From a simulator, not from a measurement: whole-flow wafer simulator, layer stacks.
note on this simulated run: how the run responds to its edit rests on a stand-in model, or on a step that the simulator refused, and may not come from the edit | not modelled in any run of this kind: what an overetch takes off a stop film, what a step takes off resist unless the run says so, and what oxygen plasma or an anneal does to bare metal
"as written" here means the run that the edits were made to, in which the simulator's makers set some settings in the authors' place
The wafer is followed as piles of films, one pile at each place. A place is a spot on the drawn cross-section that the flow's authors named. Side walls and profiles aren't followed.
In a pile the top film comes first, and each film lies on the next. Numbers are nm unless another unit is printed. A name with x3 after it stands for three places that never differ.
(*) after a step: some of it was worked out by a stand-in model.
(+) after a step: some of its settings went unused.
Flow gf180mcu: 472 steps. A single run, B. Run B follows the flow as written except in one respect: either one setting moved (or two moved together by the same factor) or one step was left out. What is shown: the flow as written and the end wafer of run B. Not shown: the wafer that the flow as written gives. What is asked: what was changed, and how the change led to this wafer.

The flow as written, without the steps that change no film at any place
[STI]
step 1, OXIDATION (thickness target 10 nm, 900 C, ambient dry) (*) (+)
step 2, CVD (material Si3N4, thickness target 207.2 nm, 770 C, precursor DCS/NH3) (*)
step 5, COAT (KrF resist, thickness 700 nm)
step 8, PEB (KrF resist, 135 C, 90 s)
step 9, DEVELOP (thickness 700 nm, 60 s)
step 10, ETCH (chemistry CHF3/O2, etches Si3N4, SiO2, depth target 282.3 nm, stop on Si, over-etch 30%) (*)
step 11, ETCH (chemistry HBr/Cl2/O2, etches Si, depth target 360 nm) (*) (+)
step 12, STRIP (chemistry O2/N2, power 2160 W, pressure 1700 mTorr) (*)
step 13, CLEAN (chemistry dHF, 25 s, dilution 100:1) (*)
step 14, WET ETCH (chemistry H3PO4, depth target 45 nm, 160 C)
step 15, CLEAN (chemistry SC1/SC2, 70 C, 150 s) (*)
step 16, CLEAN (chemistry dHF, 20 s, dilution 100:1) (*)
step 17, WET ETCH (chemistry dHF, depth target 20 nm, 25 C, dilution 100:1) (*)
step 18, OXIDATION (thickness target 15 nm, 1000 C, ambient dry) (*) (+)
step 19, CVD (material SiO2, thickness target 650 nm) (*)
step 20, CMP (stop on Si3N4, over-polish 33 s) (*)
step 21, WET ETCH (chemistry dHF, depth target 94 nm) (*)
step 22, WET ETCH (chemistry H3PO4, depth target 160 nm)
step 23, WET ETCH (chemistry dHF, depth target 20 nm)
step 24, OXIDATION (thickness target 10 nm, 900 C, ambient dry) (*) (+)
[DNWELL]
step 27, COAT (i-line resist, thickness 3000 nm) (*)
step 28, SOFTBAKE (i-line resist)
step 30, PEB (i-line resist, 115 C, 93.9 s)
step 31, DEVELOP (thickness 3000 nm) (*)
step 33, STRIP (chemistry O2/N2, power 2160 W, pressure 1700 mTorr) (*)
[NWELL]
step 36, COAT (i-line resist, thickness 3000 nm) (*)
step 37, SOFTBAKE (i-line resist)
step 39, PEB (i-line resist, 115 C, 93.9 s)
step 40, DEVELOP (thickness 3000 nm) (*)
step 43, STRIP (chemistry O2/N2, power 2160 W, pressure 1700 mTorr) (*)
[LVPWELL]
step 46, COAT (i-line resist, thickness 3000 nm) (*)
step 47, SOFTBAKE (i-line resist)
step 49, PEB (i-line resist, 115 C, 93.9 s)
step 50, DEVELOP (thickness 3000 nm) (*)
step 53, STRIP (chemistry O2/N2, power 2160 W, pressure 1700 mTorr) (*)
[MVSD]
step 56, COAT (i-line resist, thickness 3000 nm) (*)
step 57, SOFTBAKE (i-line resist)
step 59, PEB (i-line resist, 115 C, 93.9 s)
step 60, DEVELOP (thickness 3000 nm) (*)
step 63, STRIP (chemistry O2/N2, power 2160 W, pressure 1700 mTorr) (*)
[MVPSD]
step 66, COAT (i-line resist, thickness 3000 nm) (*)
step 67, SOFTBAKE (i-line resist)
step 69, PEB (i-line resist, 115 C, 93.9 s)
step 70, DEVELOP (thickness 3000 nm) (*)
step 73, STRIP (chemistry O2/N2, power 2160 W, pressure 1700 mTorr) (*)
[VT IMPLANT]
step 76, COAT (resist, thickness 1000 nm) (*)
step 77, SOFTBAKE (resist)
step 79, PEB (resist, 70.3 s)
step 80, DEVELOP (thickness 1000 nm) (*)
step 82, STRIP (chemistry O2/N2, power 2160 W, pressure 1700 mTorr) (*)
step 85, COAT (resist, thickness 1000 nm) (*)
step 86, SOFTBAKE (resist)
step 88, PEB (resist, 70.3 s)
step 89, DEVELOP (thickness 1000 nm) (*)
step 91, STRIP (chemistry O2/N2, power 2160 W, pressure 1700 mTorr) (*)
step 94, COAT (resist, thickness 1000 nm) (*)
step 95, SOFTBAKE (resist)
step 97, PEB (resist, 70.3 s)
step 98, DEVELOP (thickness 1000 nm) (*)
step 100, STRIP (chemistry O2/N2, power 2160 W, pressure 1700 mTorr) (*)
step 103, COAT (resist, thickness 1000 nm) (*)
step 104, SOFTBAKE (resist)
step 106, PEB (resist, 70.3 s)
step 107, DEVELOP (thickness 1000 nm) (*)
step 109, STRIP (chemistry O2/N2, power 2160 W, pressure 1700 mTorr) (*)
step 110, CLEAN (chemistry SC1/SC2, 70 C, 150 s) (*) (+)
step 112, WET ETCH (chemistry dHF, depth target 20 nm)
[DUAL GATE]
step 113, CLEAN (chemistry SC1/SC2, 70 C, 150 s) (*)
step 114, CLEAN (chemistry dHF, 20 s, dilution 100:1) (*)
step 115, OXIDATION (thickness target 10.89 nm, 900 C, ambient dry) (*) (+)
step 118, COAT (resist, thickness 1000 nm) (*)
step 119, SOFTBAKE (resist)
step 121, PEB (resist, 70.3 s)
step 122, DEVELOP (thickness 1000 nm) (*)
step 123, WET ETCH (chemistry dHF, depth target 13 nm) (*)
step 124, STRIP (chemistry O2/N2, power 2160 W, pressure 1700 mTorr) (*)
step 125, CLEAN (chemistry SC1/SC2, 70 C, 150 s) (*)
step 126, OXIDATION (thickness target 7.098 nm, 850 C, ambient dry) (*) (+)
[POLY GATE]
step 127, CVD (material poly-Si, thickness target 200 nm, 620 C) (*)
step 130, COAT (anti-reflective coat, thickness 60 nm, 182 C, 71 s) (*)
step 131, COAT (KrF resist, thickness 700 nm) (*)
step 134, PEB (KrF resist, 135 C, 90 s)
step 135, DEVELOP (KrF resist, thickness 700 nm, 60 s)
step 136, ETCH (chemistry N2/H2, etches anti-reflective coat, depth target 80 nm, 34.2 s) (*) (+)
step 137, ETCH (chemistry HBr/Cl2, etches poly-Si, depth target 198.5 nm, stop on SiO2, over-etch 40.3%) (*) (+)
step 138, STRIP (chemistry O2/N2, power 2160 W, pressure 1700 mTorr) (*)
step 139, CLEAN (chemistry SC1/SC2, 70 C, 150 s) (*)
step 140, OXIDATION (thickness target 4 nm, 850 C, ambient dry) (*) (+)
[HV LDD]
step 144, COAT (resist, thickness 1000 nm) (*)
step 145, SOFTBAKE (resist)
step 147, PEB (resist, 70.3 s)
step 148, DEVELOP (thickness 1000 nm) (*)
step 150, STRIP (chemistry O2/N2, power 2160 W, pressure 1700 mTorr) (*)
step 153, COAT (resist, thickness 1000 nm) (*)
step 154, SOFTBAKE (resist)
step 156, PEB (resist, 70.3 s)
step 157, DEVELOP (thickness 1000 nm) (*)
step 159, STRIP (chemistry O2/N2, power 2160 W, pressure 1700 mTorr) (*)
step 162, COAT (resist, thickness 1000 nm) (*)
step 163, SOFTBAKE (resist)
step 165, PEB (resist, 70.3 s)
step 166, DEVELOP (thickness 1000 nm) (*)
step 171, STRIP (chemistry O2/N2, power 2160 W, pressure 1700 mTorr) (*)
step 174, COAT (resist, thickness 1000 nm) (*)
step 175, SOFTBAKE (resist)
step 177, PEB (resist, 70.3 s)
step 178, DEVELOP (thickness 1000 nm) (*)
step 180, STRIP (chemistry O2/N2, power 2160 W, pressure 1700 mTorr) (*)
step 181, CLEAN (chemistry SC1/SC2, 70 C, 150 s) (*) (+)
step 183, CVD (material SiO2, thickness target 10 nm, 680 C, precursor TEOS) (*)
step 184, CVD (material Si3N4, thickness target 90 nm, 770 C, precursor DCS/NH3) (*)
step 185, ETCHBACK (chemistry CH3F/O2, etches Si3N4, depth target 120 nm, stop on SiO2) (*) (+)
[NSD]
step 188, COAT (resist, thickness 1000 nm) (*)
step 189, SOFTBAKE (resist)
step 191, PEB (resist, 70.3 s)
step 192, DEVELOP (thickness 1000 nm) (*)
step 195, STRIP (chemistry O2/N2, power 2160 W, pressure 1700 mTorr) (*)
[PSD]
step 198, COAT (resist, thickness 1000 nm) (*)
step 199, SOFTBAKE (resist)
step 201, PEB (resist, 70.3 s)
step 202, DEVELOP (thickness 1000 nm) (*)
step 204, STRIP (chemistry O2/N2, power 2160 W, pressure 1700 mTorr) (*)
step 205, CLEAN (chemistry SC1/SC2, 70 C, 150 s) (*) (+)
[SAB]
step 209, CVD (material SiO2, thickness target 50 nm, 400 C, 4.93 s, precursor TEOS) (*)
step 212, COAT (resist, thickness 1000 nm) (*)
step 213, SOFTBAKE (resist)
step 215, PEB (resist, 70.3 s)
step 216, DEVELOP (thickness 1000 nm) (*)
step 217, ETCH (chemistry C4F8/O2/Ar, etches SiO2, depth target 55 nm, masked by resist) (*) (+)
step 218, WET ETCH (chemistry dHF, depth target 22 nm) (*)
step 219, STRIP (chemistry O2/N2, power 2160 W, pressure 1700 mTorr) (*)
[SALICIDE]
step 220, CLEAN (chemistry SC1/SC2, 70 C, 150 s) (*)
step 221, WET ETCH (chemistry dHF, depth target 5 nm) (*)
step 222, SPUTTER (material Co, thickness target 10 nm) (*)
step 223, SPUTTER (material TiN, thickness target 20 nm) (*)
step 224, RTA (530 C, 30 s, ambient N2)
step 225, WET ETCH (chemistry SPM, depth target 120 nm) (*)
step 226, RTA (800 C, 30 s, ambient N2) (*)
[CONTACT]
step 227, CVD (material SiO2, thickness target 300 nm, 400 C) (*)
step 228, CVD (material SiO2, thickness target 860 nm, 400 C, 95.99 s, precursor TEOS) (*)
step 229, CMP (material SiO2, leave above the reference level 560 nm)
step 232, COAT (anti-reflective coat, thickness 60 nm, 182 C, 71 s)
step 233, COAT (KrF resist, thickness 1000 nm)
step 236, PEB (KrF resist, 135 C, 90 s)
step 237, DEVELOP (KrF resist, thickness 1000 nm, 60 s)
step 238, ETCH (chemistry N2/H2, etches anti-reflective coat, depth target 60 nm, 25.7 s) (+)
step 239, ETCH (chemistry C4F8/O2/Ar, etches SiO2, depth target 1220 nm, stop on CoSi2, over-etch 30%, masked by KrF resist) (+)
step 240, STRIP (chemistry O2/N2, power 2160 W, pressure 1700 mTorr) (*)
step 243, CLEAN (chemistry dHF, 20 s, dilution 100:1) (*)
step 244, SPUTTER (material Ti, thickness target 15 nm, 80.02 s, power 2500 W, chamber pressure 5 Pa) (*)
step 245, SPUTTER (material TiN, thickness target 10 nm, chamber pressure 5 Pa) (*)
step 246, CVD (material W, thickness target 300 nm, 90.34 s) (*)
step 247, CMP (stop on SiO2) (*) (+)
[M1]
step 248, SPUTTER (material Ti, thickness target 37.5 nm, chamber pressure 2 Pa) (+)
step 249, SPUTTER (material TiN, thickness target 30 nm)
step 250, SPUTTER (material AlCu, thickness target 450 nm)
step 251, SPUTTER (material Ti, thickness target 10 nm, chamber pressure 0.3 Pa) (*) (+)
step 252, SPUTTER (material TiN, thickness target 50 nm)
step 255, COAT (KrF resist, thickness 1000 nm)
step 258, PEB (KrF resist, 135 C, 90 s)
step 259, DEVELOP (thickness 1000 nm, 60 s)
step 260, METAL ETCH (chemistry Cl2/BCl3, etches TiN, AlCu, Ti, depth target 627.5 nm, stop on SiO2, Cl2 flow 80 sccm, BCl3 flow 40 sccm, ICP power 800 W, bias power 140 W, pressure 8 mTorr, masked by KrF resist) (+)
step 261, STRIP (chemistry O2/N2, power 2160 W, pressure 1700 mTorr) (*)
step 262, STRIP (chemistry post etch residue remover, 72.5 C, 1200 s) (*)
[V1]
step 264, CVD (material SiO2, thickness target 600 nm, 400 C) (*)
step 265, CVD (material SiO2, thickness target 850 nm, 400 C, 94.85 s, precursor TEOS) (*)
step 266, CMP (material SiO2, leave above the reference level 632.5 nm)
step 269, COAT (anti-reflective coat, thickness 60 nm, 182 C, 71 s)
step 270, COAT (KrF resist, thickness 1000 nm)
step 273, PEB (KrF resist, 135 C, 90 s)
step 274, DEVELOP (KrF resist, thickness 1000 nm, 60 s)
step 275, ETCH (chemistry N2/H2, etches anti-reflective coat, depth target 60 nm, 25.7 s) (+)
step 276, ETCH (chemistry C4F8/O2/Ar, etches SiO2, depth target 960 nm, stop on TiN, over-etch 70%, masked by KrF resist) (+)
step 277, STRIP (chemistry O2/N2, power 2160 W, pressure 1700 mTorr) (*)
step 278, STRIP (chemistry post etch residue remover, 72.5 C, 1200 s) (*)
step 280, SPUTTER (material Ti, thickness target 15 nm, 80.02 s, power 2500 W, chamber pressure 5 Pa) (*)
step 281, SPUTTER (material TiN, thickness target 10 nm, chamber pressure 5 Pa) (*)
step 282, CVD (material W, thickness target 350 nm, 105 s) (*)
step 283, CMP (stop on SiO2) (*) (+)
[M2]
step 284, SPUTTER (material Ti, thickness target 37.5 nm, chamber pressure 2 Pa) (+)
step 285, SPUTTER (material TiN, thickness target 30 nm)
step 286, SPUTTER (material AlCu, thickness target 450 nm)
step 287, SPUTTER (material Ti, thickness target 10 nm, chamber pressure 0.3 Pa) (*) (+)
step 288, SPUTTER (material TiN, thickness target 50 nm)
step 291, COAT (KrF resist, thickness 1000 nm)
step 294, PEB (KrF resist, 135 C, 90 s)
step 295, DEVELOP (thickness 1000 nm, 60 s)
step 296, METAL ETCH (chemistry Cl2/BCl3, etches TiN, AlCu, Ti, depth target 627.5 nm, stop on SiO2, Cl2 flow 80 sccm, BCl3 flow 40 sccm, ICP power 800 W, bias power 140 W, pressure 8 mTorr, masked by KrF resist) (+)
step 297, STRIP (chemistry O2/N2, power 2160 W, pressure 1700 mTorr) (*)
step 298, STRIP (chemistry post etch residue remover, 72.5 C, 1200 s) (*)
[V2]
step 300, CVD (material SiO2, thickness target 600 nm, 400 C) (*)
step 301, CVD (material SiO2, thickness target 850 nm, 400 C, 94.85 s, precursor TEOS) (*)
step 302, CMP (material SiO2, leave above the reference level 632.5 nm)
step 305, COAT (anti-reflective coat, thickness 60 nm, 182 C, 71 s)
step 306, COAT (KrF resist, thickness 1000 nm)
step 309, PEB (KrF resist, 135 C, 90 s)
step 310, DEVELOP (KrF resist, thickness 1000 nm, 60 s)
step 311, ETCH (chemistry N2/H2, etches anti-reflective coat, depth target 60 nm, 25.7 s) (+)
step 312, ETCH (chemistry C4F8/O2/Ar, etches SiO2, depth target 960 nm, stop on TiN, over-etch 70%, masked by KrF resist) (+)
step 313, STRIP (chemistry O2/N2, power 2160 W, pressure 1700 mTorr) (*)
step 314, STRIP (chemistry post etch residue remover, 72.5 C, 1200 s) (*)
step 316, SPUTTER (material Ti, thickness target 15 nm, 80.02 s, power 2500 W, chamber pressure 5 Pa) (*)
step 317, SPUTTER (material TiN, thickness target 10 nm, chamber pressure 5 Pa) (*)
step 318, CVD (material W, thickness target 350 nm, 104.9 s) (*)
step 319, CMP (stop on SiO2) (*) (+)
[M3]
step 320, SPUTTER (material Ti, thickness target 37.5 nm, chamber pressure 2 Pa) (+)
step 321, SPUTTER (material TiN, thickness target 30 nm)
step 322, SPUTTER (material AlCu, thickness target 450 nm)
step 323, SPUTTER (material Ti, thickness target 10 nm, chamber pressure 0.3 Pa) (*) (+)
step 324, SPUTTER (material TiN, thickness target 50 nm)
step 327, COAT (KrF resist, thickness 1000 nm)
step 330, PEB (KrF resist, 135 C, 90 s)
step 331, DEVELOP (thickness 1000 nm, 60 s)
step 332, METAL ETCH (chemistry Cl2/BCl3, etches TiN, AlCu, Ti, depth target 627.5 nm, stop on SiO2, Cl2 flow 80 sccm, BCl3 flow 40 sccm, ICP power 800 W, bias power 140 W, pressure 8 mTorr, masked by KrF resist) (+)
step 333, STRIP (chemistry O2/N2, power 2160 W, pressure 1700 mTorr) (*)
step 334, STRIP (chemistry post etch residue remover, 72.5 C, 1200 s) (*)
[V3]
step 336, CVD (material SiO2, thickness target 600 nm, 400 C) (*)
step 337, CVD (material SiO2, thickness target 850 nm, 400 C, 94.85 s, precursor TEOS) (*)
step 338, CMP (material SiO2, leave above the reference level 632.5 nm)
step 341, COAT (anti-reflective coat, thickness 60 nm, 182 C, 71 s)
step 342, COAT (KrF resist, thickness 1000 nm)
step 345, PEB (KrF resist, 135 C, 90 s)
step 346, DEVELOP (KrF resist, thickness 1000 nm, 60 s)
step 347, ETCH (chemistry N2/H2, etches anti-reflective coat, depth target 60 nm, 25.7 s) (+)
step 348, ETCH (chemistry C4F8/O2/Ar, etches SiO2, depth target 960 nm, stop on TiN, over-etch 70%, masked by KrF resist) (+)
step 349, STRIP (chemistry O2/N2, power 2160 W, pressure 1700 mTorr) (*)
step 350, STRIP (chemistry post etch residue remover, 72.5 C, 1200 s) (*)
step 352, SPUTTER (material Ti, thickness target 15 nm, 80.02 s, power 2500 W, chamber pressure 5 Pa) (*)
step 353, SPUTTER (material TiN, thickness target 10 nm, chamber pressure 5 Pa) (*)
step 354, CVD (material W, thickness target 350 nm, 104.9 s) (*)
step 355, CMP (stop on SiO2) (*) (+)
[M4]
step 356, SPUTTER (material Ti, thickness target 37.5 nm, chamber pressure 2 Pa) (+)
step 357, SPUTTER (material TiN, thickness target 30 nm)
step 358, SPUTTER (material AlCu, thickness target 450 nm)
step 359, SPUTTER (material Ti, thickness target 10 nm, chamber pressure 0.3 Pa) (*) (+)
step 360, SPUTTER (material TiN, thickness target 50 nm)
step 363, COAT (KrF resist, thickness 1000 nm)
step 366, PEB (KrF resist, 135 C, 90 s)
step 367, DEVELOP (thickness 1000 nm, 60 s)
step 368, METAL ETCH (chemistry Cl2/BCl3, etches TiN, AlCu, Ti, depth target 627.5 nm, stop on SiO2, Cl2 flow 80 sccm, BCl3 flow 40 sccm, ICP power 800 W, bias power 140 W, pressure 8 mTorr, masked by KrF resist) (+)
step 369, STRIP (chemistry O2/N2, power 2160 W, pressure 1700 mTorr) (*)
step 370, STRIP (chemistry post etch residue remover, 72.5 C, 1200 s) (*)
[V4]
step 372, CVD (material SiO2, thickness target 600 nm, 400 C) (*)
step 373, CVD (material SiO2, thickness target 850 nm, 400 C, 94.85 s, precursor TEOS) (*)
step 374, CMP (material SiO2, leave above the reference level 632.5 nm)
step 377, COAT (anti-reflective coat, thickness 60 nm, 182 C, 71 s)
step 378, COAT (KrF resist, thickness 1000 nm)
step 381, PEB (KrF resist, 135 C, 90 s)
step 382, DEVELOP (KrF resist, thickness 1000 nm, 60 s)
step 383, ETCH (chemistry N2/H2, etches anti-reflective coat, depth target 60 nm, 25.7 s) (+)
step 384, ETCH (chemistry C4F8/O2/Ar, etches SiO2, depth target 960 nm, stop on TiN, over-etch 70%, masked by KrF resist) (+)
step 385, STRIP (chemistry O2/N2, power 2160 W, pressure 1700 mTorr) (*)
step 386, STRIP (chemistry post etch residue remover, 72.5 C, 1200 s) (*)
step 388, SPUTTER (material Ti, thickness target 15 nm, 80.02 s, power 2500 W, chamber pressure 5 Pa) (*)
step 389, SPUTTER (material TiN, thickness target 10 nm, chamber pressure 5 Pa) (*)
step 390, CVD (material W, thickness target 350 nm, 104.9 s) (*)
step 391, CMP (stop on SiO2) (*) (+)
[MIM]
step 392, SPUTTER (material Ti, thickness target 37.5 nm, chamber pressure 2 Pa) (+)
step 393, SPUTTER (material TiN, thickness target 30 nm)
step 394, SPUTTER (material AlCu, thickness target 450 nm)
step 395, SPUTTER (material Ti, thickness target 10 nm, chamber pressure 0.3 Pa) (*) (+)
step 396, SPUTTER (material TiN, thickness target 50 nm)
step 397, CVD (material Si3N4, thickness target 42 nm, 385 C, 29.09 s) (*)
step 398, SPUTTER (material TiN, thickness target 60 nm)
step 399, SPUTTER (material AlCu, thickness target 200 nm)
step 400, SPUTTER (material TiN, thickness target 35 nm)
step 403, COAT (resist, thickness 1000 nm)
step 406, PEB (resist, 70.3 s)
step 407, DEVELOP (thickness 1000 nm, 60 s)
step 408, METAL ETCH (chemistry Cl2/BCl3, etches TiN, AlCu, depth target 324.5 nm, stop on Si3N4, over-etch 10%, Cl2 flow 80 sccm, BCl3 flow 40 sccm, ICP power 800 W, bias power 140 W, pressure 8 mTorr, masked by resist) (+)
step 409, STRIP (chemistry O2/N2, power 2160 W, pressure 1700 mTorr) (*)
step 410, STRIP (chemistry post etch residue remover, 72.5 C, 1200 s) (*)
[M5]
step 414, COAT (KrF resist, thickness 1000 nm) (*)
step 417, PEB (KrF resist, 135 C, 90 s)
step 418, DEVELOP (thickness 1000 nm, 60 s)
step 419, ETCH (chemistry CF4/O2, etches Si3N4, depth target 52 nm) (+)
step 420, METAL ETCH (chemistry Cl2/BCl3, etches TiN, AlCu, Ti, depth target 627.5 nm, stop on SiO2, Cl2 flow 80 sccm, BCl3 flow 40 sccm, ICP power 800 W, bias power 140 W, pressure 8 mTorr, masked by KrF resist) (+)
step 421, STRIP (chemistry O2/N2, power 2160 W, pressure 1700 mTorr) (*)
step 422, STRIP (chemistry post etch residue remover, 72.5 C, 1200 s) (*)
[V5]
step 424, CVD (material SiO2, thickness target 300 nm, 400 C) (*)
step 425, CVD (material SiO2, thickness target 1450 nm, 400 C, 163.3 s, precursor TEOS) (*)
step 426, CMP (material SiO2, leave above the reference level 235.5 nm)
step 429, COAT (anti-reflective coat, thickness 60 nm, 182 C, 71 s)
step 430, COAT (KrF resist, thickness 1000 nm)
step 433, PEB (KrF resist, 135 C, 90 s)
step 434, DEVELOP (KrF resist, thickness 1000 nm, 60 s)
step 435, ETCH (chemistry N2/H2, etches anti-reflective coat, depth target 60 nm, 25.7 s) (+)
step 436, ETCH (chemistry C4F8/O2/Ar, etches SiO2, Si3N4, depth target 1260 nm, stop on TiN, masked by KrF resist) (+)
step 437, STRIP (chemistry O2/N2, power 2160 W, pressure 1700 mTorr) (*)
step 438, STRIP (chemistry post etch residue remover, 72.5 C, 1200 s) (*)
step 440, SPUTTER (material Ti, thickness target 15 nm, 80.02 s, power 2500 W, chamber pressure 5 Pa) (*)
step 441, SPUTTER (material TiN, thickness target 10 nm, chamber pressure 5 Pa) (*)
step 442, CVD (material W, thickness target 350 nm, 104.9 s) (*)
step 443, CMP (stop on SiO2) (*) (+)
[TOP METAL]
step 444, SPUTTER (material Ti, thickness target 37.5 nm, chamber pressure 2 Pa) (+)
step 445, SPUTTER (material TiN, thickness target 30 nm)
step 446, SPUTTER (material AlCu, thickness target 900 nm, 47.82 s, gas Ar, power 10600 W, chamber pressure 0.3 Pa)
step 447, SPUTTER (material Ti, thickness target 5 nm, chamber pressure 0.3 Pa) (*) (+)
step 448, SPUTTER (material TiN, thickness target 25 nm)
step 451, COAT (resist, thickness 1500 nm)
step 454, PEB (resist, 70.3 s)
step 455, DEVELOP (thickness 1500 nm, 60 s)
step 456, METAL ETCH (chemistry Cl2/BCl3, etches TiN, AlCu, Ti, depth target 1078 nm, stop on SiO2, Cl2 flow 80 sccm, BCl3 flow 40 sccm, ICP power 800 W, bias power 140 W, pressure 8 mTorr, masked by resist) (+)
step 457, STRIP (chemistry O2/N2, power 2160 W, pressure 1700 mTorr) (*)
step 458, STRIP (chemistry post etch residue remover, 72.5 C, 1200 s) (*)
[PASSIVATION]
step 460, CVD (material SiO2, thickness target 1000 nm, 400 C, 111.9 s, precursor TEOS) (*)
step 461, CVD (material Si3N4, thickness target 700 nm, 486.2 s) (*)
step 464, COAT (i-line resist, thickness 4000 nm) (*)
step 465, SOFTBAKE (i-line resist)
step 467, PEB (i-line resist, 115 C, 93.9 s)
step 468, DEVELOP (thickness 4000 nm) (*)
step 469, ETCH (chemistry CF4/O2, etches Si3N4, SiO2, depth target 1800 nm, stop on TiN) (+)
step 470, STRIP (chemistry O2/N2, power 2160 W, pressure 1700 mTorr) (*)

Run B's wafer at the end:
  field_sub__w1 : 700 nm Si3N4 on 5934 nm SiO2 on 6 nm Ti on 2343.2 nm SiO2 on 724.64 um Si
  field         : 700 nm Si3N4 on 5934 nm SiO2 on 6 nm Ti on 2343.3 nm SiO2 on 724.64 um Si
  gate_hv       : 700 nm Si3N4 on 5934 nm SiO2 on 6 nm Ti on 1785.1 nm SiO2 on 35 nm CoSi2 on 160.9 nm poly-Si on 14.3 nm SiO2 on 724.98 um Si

What caused this: step 286, SPUTTER: thickness target 506 nm was run, whereas the flow has thickness target 450 nm.

Step by step, how the change led to this:
  step 286, SPUTTER (material AlCu, thickness target 450 nm)
      field, field__w1, field__w2 and 108 more: AlCu gains 506 (new film) (as written it would have been: AlCu gains 450 (new film))
  step 296, METAL ETCH (chemistry Cl2/BCl3, etches TiN, AlCu, Ti, depth target 627.5 nm, stop on SiO2, Cl2 flow 80 sccm, BCl3 flow 40 sccm, ICP power 800 W, bias power 140 W, pressure 8 mTorr, masked by KrF resist) (+)
      field, field__w1, field__w2 and 103 more: TiN loses 50 (all of it), Ti loses 10 (all of it), AlCu loses 506 (all of it), TiN loses 30 (all of it), Ti loses 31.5 (as written it would have been: TiN loses 50 (all of it), Ti loses 10 (all of it), AlCu loses 450 (all of it), TiN loses 30 (all of it), Ti loses 37.5 (all of it))
  step 300, CVD (material SiO2, thickness target 600 nm, 400 C) (*)
      field, field__w1, field__w2 and 103 more: SiO2 gains 600 (new film) (as written it would have been: SiO2 gains 600)
  step 302, CMP (material SiO2, leave above the reference level 632.5 nm)
      field, field__w1, field__w2 and 103 more: SiO2 loses 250 (as written it would have been: SiO2 loses 300)
Taking metal films that touch as one body, field_sub__w1 has 1 body; the flow as written gives 0 bodies.
Taking metal films that touch as one body, field has 1 body; the flow as written gives 0 bodies.
Taking metal films that touch as one body, gate_hv has 2 bodies (between them, from the top down: SiO2 1785.1); the flow as written gives 1 body.
